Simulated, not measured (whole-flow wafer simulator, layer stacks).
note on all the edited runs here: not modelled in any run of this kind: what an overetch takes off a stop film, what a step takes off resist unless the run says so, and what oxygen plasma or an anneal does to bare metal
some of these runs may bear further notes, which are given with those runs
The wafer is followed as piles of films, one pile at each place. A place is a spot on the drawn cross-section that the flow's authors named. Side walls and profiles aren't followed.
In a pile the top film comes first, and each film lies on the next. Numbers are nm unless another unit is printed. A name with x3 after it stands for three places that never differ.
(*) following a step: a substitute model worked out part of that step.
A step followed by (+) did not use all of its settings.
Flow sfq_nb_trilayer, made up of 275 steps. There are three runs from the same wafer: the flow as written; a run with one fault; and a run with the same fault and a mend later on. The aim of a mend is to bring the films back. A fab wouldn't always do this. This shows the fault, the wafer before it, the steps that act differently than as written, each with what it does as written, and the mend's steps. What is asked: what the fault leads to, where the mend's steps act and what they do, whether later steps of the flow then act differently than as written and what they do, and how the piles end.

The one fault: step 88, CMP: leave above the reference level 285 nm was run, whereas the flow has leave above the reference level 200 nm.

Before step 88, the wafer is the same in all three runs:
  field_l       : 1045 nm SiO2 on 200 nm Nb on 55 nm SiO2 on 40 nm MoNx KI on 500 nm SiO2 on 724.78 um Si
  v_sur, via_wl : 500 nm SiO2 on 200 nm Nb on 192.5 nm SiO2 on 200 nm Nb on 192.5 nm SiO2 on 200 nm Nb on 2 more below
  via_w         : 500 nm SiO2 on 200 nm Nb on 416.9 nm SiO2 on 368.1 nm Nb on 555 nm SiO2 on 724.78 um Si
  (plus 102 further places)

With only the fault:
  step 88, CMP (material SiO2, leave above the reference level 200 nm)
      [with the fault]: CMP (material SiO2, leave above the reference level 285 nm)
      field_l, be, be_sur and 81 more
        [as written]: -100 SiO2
        [with the fault]: -15 SiO2
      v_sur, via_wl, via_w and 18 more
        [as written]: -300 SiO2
        [with the fault]: -215 SiO2
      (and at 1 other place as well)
  Steps later in the flow that act otherwise than as written (not shown: 4 more steps that differ only slightly, by at most 2% or 0.5 nm, whichever is larger):
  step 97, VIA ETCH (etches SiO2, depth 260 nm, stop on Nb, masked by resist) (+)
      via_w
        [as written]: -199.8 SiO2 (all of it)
        [with the fault]: -260 SiO2
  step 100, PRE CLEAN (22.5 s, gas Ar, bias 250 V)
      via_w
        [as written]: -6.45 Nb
        [with the fault]: -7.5 SiO2
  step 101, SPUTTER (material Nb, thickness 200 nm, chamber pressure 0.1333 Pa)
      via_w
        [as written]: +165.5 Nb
        [with the fault]: +152.6 Nb (new film)
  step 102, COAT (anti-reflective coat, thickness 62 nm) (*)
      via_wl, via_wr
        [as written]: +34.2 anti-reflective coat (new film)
        [with the fault]: +23 anti-reflective coat (new film)
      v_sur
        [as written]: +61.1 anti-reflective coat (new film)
        [with the fault]: +55.7 anti-reflective coat (new film)
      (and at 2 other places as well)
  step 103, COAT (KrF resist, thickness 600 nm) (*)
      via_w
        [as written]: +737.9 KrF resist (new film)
        [with the fault]: +794 KrF resist (new film)
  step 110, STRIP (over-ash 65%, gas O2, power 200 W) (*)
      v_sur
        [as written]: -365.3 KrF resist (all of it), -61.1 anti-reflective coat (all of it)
        [with the fault]: -362.3 KrF resist (all of it), -55.7 anti-reflective coat (all of it)
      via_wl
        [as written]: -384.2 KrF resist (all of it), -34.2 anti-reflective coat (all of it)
        [with the fault]: -383.9 KrF resist (all of it), -23 anti-reflective coat (all of it)
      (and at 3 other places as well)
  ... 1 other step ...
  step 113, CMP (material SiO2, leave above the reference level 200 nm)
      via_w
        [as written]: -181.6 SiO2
        [with the fault]: -157.1 SiO2
  By the end, the piles at field_l, v_sur, via_wl and 103 more depart from the flow's by more than 2% or 0.5 nm, whichever is larger.
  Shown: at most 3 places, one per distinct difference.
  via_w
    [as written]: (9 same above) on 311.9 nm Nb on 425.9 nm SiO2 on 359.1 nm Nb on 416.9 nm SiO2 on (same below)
    [with the fault]: (9 same above) on 311.9 nm Nb on 500.1 nm SiO2 on 152.6 nm Nb on 17.3 nm SiO2 on 200 nm Nb on 416.9 nm SiO2 on (same below)
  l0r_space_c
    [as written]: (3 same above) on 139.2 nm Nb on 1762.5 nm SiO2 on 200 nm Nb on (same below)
    [with the fault]: (3 same above) on 139.2 nm Nb on 1847.5 nm SiO2 on 200 nm Nb on (same below)
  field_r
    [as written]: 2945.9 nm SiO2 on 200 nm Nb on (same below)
    [with the fault]: 3030.9 nm SiO2 on 200 nm Nb on (same below)

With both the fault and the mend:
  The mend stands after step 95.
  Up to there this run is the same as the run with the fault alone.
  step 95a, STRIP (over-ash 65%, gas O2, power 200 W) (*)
      field_l, v_sur, via_wl and 102 more
        -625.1 KrF resist (all of it), -62 anti-reflective coat (all of it)
      via_w
        -62 anti-reflective coat (all of it)
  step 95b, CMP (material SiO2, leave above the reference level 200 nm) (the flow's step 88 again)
      field_l, v_sur, via_wl and 103 more
        -85 SiO2
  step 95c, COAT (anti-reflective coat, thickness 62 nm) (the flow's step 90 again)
      field_l, v_sur, via_wl and 103 more
        +62 anti-reflective coat (new film)
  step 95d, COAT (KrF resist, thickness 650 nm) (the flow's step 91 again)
      field_l, v_sur, via_wl and 103 more
        +650 KrF resist (new film)
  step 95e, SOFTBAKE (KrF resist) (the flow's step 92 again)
      leaves every film unchanged at each place that is followed
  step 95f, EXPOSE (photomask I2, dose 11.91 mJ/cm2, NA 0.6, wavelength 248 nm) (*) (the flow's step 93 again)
      leaves every film unchanged at each place that is followed
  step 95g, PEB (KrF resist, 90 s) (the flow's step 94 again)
      field_l, v_sur, via_wl and 103 more
        -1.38 KrF resist
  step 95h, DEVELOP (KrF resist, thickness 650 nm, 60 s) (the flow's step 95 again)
      field_l, v_sur, via_wl and 102 more
        -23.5 KrF resist
      via_w
        -648.6 KrF resist (all of it)
  Later steps of the flow that are run all act as written at every place that is followed.
  The piles end the same as the flow's at every place that both follow.
